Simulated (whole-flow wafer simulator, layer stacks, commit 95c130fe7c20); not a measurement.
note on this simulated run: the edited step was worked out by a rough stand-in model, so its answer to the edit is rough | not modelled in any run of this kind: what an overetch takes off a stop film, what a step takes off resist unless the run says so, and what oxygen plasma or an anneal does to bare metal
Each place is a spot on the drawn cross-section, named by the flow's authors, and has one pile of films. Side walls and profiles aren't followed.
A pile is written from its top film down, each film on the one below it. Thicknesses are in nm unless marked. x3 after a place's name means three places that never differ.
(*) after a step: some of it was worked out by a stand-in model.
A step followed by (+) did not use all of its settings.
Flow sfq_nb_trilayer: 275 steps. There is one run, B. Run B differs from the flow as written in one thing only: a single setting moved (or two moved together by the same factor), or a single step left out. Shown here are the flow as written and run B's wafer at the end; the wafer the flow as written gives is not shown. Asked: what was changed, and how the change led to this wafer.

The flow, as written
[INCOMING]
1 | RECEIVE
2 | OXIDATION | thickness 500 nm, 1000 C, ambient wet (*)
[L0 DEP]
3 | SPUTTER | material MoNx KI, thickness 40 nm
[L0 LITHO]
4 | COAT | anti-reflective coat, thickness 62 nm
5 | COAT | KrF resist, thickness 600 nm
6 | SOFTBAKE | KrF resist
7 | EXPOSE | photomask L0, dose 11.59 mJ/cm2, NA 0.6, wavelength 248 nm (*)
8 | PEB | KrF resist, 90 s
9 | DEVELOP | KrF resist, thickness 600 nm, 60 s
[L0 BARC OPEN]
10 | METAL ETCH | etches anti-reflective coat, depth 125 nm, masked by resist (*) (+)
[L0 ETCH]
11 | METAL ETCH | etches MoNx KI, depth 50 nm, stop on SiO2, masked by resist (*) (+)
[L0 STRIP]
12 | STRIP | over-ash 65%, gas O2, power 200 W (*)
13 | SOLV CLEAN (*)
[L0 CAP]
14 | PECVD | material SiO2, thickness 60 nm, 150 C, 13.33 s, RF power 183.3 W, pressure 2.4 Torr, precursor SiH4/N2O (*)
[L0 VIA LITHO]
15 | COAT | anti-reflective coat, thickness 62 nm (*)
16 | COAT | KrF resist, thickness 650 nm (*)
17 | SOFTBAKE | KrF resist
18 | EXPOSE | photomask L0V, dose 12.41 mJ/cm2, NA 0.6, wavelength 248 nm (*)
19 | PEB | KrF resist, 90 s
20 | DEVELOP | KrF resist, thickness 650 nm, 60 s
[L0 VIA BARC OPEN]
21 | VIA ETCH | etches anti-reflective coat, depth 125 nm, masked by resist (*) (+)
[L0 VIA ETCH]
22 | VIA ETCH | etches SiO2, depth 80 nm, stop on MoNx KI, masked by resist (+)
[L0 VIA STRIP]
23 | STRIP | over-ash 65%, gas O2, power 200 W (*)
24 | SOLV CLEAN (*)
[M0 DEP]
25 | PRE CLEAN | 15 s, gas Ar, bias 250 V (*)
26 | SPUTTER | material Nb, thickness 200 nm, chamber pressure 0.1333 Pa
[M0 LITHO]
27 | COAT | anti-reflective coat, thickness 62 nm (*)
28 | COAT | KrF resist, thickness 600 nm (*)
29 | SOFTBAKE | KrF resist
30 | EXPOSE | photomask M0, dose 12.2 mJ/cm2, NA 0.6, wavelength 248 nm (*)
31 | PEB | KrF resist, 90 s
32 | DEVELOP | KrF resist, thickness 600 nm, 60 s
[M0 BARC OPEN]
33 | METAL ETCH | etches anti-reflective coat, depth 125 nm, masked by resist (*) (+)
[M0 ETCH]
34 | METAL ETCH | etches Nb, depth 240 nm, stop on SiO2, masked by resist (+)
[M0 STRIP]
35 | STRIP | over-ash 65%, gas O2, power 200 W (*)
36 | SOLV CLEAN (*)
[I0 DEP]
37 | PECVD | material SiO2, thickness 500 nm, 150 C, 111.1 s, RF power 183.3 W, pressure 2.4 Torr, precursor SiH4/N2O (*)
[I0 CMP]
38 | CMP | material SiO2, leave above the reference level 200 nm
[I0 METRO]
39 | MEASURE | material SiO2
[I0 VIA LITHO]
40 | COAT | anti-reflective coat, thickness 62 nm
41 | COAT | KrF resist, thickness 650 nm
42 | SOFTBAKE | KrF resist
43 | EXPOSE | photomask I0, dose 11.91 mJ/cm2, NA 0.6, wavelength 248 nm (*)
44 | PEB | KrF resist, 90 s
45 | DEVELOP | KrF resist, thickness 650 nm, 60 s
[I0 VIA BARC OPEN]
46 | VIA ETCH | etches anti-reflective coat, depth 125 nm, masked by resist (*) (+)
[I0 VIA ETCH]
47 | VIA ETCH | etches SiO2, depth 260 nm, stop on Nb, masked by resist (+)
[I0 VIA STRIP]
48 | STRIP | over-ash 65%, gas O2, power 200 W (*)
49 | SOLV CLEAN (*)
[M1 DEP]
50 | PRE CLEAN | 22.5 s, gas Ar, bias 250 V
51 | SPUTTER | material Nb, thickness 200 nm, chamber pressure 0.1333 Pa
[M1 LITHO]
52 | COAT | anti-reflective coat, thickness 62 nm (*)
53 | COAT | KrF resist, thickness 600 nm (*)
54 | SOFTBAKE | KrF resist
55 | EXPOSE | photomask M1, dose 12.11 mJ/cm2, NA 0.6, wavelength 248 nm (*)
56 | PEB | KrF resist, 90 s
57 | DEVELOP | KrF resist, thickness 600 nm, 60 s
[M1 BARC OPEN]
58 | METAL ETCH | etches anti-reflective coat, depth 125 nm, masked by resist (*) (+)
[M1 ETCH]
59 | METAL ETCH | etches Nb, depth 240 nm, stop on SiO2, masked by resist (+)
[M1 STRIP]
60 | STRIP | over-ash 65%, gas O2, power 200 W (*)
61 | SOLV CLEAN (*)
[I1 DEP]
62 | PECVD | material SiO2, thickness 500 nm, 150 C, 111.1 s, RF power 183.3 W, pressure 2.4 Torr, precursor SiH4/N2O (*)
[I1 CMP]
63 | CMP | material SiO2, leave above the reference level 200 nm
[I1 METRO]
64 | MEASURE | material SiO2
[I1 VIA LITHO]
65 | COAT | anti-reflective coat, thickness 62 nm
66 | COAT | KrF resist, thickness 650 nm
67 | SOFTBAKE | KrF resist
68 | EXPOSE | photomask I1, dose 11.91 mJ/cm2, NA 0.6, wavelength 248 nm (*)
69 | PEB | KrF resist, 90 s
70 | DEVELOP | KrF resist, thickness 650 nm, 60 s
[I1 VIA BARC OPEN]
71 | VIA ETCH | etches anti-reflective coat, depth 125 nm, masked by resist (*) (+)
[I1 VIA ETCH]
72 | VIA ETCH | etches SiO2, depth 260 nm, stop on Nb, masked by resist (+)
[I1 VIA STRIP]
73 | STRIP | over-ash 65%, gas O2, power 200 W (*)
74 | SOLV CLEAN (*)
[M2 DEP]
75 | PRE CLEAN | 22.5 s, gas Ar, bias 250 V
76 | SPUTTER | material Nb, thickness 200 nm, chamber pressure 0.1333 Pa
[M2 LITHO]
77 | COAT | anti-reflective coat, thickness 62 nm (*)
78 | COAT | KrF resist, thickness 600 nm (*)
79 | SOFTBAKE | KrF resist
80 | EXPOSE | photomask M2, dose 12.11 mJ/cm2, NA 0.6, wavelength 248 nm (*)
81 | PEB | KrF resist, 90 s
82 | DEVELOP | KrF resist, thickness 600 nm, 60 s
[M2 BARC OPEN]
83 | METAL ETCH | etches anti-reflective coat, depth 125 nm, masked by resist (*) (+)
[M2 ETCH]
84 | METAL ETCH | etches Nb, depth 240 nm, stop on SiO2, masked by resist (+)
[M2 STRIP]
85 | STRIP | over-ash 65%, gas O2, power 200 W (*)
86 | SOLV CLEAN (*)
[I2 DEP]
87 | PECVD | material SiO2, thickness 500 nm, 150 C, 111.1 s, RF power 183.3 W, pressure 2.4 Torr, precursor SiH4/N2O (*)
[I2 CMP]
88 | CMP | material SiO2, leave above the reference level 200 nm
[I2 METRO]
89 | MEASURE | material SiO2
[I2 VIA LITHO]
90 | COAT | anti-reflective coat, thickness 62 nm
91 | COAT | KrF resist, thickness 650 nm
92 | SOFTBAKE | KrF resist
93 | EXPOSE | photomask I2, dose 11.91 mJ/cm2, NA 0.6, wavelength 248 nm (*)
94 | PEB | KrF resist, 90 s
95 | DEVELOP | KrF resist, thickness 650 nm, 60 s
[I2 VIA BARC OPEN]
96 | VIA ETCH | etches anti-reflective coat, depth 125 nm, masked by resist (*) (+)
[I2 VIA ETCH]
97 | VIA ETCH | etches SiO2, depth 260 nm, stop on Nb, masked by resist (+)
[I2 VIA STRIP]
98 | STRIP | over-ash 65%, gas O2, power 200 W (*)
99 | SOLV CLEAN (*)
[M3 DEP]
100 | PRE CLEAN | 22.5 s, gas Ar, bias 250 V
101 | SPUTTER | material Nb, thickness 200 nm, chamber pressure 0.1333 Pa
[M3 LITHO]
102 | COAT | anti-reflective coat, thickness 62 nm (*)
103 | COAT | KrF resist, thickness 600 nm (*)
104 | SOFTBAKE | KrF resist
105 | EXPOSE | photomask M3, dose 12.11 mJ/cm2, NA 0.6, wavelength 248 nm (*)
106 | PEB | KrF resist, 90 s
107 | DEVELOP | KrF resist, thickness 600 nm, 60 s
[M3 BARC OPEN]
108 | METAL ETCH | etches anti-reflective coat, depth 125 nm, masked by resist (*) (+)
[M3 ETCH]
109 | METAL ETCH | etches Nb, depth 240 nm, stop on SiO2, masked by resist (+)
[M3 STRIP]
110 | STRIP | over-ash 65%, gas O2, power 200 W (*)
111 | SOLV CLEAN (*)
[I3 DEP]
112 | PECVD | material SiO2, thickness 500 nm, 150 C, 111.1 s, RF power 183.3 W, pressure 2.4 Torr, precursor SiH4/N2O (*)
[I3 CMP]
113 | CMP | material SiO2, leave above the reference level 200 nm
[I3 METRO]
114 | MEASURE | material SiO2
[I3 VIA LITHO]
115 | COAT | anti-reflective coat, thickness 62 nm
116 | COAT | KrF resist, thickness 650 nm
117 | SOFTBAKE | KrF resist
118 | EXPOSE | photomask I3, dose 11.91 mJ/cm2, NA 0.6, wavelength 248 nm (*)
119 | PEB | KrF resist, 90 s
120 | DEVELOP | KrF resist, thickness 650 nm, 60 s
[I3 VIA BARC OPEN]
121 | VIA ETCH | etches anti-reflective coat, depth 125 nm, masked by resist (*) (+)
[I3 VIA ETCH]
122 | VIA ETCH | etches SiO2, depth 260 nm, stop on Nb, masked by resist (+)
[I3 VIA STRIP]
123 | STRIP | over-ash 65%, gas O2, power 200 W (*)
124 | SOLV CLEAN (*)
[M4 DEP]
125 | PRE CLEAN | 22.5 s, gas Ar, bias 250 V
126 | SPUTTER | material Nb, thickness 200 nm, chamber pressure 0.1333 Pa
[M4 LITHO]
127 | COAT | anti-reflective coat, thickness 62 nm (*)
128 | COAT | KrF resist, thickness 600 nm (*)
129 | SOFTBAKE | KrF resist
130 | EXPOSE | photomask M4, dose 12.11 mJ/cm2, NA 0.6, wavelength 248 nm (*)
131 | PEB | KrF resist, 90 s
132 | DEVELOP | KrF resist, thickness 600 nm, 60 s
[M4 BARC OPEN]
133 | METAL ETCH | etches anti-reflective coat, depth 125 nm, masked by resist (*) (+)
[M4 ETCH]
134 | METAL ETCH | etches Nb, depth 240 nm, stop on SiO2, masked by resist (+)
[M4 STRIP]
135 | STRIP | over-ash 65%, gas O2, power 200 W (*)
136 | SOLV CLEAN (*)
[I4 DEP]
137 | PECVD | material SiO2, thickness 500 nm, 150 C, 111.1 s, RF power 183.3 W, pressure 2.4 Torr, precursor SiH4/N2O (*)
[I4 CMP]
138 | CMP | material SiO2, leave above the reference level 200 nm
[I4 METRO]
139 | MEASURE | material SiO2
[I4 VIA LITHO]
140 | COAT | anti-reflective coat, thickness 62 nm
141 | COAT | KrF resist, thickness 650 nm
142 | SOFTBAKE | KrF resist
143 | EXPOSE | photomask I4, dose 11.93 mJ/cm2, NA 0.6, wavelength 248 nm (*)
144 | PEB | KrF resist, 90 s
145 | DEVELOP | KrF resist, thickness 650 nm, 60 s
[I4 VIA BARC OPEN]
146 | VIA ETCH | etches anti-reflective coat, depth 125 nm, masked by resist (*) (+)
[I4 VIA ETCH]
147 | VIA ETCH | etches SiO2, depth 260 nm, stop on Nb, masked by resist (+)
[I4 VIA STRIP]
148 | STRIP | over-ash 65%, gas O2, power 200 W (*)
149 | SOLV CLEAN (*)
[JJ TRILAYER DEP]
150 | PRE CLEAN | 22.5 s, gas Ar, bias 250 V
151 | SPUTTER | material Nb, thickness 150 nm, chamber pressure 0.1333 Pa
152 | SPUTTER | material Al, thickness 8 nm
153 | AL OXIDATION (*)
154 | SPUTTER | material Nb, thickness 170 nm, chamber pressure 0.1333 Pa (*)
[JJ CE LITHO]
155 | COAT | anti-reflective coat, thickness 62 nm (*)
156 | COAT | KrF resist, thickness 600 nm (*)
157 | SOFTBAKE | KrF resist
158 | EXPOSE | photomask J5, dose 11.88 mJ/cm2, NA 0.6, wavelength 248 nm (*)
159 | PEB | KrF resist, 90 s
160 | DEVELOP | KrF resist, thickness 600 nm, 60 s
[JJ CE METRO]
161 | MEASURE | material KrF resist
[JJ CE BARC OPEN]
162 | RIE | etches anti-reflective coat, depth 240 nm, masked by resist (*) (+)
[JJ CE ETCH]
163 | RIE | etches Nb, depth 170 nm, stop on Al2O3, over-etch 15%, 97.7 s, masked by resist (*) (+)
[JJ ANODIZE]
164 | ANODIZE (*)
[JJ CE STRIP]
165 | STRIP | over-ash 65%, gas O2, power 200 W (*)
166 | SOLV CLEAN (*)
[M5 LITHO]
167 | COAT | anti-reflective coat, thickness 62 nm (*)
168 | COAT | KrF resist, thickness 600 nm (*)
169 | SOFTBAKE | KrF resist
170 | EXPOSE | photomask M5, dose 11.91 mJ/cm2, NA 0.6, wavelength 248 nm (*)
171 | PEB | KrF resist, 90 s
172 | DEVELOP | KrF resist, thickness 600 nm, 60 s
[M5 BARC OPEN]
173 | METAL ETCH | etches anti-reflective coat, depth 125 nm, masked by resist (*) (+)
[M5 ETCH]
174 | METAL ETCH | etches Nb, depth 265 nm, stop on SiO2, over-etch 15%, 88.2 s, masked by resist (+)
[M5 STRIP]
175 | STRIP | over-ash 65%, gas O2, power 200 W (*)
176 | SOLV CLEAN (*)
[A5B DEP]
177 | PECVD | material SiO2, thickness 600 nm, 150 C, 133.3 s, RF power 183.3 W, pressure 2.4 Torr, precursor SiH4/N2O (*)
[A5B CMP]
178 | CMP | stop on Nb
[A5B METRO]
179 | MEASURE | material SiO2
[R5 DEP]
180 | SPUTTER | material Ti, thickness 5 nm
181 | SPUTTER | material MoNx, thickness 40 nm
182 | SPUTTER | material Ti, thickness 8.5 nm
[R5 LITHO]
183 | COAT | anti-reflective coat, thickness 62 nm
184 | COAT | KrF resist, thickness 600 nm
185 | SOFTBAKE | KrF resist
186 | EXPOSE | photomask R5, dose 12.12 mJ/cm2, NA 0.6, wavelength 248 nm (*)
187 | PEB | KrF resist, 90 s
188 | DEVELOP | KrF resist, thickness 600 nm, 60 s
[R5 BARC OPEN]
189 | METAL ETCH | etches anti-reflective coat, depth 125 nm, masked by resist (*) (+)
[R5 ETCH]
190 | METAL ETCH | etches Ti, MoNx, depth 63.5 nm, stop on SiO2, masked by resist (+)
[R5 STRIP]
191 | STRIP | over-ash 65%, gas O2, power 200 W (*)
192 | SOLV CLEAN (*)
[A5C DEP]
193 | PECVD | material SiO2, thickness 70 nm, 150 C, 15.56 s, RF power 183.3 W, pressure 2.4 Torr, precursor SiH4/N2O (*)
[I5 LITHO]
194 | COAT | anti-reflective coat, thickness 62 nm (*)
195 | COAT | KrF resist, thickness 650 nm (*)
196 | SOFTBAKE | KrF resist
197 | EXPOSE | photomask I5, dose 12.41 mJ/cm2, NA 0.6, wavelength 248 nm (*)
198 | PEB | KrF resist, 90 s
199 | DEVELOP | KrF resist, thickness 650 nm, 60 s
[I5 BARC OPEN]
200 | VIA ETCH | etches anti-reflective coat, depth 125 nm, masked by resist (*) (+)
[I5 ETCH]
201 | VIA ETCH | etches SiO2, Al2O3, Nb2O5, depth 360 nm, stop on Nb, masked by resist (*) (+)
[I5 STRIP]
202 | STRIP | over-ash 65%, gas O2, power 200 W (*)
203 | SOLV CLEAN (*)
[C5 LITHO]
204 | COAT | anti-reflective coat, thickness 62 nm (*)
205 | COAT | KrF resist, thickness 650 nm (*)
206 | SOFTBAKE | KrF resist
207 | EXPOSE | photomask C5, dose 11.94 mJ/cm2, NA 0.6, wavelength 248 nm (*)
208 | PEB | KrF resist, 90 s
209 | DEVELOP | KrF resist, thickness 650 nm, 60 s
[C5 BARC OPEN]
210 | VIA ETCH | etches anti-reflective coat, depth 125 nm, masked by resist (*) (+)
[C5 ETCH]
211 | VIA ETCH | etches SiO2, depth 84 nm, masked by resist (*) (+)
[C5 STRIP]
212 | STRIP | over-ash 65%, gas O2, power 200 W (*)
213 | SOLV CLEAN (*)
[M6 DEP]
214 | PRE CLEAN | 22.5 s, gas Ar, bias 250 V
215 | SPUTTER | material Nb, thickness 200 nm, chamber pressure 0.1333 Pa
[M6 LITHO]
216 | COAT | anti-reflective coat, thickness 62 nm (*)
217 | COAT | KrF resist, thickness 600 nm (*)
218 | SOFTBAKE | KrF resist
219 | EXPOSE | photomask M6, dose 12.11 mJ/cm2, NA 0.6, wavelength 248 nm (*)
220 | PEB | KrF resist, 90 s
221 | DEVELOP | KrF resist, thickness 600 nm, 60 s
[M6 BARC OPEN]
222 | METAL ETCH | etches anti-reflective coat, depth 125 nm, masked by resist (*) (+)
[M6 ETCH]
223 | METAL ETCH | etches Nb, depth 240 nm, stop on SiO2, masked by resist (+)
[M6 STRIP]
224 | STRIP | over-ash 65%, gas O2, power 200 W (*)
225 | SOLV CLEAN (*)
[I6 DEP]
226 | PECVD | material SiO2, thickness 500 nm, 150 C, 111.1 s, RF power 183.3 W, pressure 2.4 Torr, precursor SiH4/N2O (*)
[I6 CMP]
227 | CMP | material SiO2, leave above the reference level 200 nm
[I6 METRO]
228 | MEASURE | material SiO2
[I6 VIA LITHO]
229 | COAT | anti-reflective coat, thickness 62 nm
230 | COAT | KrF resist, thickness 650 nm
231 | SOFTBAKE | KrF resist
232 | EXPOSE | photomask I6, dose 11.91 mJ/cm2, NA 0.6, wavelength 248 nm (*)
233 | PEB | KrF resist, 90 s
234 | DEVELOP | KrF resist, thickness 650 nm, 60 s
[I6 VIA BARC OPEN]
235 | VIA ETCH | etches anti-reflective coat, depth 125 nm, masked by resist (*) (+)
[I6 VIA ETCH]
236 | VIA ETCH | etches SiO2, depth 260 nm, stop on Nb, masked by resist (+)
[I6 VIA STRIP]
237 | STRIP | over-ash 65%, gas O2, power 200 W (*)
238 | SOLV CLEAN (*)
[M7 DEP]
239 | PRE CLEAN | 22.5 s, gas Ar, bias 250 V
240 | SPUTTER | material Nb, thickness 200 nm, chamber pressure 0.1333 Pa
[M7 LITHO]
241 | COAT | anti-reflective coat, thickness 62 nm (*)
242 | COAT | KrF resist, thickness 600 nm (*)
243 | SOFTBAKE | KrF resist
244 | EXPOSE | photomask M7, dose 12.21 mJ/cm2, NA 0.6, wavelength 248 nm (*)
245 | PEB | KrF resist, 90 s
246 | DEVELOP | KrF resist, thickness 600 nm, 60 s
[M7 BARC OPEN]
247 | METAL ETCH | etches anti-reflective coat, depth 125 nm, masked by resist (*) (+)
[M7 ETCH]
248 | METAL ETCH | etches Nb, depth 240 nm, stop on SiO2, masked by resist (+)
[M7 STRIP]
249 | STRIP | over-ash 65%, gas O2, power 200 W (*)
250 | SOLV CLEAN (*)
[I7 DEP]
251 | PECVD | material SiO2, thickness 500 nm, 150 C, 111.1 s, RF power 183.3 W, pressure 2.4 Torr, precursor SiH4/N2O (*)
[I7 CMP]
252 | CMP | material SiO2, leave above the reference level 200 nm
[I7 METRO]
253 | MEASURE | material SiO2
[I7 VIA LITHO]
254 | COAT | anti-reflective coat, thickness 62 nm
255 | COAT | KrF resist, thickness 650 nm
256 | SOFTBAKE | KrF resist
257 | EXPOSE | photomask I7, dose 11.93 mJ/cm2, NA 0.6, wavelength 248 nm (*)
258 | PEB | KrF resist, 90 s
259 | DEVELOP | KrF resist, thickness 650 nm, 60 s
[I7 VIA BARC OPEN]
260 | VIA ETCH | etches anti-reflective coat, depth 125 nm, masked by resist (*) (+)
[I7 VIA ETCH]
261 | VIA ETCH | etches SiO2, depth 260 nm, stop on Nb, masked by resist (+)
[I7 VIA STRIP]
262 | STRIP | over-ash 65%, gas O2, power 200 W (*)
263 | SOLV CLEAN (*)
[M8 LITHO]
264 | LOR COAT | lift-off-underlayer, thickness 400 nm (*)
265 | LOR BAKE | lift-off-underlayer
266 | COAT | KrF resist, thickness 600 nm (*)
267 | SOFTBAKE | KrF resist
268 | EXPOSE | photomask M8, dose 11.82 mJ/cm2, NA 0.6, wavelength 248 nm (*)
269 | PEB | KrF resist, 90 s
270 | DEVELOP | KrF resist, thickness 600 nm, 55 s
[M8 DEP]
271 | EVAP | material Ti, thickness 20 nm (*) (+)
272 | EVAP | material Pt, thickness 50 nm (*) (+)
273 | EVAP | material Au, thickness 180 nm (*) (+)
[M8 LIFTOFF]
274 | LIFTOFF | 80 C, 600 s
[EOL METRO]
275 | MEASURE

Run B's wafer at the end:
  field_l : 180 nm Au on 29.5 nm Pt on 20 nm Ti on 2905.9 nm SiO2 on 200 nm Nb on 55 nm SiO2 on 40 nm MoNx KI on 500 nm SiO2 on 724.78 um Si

Cause: step 272, EVAP: thickness 29.5 nm was run, though the flow has thickness 50 nm.
The wafer lets one read it off: field_l has Pt 29.5, and step 272 as written asks for 50 nm.

Step by step, how the change led to this:
  272 | EVAP | material Pt, thickness 50 nm (*) (+)
      field_l, v_sur, via_wl and 103 more: Pt gains 29.5 (new film) (as written it would have been: Pt gains 50 (new film))
  274 | LIFTOFF | 80 C, 600 s
      p4_fl x3, p4_w1 x9, p4_g1 x2 and 60 more: Au loses 180 (all of it), Pt loses 29.5 (all of it), Ti loses 20 (all of it), KrF resist loses 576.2 (all of it), lift-off-underlayer loses 400 (all of it) (as written it would have been: Au loses 180 (all of it), Pt loses 50 (all of it), Ti loses 20 (all of it), KrF resist loses 576.2 (all of it), lift-off-underlayer loses 400 (all of it))
      c5j, ce_r: Au loses 180 (all of it), Pt loses 29.5 (all of it), Ti loses 20 (all of it), KrF resist loses 573.3 (all of it), lift-off-underlayer loses 399.3 (all of it) (as written it would have been: Au loses 180 (all of it), Pt loses 50 (all of it), Ti loses 20 (all of it), KrF resist loses 573.3 (all of it), lift-off-underlayer loses 399.3 (all of it))
      (as well as at 19 more places)
